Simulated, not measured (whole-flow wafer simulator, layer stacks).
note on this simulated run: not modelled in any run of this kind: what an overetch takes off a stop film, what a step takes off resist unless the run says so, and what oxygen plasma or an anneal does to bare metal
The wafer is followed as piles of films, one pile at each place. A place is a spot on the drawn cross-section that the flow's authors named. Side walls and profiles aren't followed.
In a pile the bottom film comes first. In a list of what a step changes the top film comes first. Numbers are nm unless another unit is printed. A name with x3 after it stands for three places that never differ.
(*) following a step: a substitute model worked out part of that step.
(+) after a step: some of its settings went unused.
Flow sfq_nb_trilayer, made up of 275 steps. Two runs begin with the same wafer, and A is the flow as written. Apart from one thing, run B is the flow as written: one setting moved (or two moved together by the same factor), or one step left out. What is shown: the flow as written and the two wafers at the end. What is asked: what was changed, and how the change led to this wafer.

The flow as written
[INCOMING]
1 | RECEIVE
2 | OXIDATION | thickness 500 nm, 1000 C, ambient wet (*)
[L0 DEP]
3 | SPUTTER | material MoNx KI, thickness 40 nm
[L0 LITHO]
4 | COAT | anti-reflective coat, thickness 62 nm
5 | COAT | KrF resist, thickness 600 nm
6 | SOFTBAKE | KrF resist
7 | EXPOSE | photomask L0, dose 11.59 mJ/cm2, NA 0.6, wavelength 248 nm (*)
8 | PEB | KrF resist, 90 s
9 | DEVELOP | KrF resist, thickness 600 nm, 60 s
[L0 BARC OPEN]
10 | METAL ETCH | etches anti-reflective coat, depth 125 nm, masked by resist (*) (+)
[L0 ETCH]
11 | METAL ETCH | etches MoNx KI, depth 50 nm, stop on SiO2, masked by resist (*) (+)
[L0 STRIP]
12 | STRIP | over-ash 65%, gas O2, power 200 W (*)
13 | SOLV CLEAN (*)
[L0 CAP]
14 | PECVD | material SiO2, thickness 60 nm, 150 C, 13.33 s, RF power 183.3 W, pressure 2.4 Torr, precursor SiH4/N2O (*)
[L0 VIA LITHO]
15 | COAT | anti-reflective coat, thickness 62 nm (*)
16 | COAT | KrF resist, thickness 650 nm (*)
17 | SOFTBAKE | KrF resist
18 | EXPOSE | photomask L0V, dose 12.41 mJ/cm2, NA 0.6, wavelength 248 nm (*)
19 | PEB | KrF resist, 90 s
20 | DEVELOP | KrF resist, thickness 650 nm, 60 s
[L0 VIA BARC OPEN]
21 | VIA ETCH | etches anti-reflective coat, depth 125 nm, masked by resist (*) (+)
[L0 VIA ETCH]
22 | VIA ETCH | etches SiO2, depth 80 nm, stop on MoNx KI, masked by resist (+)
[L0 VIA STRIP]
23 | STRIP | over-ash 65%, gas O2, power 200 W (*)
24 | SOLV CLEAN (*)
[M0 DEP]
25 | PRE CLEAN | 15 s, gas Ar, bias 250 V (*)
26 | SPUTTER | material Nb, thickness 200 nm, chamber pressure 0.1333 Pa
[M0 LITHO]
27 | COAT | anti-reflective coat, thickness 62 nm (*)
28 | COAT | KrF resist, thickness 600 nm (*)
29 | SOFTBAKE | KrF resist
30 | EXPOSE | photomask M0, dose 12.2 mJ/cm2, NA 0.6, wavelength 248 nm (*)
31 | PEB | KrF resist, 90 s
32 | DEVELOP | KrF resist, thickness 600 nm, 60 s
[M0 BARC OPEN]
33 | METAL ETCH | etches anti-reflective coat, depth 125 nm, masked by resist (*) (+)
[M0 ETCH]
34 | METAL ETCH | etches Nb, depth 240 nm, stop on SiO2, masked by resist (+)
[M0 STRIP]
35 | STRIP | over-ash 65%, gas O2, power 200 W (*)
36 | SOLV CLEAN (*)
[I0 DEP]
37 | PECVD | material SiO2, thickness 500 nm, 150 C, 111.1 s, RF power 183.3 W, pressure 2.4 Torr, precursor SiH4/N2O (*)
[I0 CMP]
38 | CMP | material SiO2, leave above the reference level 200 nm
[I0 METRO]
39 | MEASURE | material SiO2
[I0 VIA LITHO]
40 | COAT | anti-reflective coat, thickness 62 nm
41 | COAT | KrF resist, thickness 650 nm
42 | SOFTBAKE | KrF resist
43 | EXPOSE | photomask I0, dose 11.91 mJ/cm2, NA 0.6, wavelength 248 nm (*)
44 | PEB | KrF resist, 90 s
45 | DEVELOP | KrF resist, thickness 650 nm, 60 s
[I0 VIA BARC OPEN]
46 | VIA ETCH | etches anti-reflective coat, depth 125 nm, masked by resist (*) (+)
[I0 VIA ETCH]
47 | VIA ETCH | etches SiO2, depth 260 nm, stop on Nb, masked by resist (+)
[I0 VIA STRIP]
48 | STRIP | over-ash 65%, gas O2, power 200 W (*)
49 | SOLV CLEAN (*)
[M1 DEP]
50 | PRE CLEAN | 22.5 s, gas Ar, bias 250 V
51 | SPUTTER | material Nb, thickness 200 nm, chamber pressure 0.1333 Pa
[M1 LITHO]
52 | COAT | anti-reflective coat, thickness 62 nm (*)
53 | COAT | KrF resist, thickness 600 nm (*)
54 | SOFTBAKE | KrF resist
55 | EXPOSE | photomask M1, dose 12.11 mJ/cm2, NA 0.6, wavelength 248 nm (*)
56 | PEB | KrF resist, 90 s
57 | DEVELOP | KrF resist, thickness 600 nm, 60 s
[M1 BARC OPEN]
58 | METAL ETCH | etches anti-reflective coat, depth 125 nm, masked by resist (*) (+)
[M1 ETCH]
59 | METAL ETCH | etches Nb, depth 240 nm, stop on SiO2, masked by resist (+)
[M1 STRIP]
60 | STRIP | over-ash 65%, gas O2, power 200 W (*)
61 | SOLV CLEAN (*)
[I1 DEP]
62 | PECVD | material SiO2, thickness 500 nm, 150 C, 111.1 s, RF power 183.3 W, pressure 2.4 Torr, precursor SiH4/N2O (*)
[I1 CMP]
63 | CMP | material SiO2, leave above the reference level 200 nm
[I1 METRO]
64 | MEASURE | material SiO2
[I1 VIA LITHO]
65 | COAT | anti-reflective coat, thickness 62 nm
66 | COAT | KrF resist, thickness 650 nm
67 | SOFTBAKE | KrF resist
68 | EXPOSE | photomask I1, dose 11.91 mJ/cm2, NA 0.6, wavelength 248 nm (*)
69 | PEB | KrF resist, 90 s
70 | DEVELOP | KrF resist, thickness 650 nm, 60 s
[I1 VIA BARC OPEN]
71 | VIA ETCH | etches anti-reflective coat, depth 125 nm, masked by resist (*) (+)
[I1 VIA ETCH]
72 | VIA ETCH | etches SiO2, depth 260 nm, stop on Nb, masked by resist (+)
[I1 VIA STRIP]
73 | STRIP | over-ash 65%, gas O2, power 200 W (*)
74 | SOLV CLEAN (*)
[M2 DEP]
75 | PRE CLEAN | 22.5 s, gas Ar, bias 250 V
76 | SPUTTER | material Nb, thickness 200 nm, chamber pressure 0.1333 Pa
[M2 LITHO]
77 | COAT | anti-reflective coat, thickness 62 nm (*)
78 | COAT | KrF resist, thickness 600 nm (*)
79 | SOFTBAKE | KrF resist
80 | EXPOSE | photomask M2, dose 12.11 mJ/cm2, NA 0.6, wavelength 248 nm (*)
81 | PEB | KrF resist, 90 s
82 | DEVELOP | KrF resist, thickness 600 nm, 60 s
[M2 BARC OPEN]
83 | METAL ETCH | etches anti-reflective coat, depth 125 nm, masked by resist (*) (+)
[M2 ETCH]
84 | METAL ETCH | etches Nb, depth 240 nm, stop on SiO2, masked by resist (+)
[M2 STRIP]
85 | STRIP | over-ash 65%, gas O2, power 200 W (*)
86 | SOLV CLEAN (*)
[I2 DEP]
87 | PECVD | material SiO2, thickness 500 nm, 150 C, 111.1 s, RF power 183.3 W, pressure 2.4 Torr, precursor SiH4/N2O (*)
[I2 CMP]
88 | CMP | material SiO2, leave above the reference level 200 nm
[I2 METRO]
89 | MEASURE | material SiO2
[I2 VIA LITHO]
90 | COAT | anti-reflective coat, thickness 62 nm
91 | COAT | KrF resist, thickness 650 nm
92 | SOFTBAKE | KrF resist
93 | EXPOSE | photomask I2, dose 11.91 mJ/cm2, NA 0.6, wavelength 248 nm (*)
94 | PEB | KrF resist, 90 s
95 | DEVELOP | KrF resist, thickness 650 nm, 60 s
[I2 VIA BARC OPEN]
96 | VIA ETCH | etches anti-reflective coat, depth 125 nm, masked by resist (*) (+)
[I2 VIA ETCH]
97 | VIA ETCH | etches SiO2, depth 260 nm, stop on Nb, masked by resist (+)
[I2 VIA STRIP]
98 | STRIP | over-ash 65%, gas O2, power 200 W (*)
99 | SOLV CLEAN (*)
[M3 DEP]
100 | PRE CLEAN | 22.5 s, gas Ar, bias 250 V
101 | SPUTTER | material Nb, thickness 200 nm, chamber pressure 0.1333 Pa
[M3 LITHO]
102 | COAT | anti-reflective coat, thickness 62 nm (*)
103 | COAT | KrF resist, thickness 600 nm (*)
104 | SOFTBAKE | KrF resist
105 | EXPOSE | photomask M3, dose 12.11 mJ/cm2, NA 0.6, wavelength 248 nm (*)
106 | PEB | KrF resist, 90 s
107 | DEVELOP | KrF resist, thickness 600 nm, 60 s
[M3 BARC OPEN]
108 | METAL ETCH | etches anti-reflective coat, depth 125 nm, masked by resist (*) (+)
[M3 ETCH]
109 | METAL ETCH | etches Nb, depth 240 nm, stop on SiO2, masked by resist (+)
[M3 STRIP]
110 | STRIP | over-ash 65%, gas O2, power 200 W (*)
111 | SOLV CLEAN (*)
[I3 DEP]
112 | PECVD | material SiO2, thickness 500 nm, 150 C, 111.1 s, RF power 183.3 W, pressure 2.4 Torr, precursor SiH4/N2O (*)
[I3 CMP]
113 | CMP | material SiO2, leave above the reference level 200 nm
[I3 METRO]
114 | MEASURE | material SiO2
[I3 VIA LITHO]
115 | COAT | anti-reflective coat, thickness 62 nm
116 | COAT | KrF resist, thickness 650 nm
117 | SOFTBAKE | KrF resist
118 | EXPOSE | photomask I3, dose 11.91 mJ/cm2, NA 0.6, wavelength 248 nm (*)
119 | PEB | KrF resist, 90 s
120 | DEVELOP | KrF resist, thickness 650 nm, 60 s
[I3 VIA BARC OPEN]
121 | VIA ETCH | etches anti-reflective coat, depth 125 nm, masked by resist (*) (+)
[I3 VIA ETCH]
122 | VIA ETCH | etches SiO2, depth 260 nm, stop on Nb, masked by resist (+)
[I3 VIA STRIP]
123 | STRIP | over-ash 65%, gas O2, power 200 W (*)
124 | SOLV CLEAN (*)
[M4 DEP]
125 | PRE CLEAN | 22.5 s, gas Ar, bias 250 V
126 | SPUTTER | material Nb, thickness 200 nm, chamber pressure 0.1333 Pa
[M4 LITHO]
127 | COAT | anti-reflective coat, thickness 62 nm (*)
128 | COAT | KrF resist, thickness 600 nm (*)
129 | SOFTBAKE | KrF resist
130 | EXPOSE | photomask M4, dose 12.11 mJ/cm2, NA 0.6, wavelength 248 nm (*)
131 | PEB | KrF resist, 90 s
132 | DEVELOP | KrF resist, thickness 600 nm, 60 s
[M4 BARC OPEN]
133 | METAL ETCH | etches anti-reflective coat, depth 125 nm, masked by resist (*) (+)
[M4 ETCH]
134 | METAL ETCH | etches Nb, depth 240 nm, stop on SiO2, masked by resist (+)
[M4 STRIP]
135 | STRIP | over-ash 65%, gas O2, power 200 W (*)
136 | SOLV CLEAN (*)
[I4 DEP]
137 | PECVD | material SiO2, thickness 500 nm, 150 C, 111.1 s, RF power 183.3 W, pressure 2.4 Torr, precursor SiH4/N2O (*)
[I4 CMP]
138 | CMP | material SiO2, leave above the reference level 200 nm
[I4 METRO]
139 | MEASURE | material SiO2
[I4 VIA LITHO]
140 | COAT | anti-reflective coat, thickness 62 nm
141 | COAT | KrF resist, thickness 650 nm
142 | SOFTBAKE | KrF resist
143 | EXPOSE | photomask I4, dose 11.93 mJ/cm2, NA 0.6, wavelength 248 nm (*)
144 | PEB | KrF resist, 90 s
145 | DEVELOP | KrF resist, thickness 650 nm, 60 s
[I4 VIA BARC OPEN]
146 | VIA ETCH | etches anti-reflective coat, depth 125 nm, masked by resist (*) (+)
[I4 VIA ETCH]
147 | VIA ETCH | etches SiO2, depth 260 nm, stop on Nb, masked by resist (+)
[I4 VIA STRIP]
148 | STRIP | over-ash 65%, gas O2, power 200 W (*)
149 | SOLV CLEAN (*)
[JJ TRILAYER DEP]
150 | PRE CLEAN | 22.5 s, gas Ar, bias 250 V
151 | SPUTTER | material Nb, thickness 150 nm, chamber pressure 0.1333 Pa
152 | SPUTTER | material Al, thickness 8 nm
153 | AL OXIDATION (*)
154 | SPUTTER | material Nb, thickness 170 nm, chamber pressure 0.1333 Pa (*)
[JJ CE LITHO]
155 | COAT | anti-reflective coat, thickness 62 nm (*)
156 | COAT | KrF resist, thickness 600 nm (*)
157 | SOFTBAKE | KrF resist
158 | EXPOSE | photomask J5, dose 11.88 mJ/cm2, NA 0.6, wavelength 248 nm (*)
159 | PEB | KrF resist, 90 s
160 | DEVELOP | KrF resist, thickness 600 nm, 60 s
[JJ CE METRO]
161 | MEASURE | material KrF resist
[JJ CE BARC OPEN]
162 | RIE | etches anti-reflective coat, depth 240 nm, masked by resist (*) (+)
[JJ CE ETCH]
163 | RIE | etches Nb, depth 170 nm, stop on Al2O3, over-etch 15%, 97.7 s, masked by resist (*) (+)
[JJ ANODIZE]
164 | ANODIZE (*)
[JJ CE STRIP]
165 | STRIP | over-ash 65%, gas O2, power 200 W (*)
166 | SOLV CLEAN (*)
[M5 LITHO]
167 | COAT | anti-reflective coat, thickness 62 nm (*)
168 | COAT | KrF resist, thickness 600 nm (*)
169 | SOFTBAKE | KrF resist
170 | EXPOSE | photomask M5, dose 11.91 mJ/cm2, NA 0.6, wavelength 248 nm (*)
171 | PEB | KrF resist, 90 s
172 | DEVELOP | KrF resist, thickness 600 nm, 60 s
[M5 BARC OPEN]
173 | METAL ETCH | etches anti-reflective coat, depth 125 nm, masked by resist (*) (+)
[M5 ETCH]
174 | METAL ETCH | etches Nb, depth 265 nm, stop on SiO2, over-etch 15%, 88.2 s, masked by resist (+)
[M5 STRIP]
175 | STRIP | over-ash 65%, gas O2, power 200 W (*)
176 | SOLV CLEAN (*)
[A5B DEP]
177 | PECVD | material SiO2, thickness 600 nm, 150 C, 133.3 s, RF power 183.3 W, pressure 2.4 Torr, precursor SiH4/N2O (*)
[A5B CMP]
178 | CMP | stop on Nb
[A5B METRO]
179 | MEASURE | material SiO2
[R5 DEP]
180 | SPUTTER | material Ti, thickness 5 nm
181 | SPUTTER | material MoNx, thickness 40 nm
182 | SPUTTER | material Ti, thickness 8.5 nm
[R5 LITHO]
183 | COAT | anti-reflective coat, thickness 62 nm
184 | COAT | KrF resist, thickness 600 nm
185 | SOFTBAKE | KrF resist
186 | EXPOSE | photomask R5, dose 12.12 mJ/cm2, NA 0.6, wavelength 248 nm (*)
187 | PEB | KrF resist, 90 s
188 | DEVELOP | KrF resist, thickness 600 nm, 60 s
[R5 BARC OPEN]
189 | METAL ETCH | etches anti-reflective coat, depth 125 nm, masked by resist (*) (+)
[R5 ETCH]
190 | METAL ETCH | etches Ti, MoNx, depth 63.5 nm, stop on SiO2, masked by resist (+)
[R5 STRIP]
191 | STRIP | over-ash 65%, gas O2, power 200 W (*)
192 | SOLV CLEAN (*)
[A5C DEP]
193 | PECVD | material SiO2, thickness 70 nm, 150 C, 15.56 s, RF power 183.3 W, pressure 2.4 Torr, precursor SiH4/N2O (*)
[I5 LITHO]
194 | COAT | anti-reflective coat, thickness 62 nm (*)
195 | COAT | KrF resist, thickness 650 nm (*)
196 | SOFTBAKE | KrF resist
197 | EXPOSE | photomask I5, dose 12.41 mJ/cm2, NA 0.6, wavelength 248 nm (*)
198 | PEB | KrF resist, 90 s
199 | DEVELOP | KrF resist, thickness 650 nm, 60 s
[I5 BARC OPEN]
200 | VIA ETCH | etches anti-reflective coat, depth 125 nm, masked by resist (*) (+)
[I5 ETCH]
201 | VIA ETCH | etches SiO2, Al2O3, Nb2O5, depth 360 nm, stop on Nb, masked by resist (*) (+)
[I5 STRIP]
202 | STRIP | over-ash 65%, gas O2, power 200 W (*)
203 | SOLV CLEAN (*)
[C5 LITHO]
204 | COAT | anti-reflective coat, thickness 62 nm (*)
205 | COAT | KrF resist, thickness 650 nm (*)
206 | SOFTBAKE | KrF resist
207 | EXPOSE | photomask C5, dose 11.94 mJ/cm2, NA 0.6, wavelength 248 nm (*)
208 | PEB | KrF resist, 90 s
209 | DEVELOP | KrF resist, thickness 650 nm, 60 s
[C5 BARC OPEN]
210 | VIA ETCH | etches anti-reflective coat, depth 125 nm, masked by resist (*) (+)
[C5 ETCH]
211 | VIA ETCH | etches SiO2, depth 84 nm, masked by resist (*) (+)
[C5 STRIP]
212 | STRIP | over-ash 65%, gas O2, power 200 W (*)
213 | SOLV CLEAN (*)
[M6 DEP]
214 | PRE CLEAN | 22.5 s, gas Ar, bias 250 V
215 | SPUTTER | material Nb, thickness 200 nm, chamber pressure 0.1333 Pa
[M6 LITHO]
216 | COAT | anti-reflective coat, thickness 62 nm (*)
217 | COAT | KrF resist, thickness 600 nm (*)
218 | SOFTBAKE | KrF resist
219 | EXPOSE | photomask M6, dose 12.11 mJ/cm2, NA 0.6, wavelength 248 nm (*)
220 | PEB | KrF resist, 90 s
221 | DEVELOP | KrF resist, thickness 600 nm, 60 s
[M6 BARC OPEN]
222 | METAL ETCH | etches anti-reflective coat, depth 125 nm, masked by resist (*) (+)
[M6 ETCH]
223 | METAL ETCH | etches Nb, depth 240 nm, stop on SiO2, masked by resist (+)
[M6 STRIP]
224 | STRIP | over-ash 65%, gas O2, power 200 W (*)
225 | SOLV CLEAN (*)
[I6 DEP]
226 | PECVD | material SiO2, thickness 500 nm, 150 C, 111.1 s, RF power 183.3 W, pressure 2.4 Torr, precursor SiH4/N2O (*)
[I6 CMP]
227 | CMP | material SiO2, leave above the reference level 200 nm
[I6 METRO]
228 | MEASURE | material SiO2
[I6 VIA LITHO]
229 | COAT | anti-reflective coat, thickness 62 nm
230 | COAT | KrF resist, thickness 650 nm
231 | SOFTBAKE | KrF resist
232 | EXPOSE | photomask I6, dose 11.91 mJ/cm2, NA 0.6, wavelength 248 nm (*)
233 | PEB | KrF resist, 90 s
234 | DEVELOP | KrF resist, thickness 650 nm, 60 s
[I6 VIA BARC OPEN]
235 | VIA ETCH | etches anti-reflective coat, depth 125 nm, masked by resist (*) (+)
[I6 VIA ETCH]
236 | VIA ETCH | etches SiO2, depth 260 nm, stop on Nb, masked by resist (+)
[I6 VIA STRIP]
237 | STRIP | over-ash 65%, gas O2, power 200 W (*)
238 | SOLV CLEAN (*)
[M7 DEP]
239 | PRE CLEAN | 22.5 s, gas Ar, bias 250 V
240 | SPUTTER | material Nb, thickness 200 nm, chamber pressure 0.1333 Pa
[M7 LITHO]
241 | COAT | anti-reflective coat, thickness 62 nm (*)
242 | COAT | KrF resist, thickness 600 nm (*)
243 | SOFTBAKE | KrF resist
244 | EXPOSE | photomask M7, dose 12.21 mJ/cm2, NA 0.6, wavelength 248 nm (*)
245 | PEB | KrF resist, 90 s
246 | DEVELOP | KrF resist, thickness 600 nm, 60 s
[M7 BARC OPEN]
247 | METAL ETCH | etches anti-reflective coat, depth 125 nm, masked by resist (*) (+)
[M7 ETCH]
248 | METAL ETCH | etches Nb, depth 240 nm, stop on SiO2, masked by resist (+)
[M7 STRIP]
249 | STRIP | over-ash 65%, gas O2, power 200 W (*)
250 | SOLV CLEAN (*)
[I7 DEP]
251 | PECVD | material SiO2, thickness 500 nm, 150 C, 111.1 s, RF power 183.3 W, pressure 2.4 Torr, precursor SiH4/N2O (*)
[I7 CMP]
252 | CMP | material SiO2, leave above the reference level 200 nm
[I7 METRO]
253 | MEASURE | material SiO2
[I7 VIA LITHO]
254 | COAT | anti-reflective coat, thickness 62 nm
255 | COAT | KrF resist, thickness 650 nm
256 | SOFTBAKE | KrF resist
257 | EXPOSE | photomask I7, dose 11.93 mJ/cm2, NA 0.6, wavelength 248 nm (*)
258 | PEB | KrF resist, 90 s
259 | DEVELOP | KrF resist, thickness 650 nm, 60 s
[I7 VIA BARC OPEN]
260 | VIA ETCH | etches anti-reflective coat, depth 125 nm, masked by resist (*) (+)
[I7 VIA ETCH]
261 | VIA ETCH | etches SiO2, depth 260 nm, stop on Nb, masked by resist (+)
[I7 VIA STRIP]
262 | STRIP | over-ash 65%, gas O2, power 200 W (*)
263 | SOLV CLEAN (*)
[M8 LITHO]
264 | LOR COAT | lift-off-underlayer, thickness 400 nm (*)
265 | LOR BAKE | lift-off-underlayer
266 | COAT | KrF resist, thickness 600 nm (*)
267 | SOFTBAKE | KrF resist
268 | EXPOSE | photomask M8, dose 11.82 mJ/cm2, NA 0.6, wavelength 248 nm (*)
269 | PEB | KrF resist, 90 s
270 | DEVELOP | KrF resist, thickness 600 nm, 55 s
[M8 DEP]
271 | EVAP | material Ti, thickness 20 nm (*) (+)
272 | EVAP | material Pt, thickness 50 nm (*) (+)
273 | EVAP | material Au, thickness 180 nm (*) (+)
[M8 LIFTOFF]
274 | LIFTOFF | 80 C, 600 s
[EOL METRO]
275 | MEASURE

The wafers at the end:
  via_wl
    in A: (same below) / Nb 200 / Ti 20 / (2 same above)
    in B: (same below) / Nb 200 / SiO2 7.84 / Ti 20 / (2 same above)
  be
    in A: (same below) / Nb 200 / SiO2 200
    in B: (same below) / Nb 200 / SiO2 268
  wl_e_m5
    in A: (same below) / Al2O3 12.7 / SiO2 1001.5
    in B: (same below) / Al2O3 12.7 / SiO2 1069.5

The reason: step 252, CMP: leave above the reference level 268 nm was run, though the flow has leave above the reference level 200 nm.
The wafer itself shows it: be has SiO2 268, and step 252 as written asks for 200 nm.

Step by step, how the change led to this:
  252 | CMP | material SiO2, leave above the reference level 200 nm
      field_l, p4_fl, p4_fm and 56 more: A -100 SiO2 | B -32 SiO2
      v_sur, via_wl, via_w and 37 more: A -300 SiO2 | B -232 SiO2
      (and at 7 other places as well)
  261 | VIA ETCH | etches SiO2, depth 260 nm, stop on Nb, masked by resist (+)
      via_wl, via_w, via_wr: A -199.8 SiO2 (all of it) | B -260 SiO2
  264 | LOR COAT | lift-off-underlayer, thickness 400 nm (*)
      via_wl, via_wr: A +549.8 lift-off-underlayer (new film) | B +594.8 lift-off-underlayer (new film)
      v_sur: A +369.4 lift-off-underlayer (new film) | B +360.2 lift-off-underlayer (new film)
      (and at 1 other place as well)
  270 | DEVELOP | KrF resist, thickness 600 nm, 55 s
      v_sur: A -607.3 KrF resist (all of it), -369.4 lift-off-underlayer (all of it) | B -609.9 KrF resist (all of it), -360.2 lift-off-underlayer (all of it)
      via_wl: A -623.9 KrF resist (all of it), -549.8 lift-off-underlayer (all of it) | B -631.4 KrF resist (all of it), -594.8 lift-off-underlayer (all of it)
      (and at 2 other places as well)
If metal films that touch count as one body, via_wl has 8 bodies (between them, from the top down: SiO2 7.84; SiO2 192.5; SiO2 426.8 / Al2O3 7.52 / Nb2O5 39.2; SiO2 192.5; SiO2 192.5; SiO2 192.5; SiO2 192.5); the flow as written gives 7 bodies (between them, from the top down: SiO2 192.5; SiO2 426.8 / Al2O3 7.52 / Nb2O5 39.2; SiO2 192.5; SiO2 192.5; SiO2 192.5; SiO2 192.5).
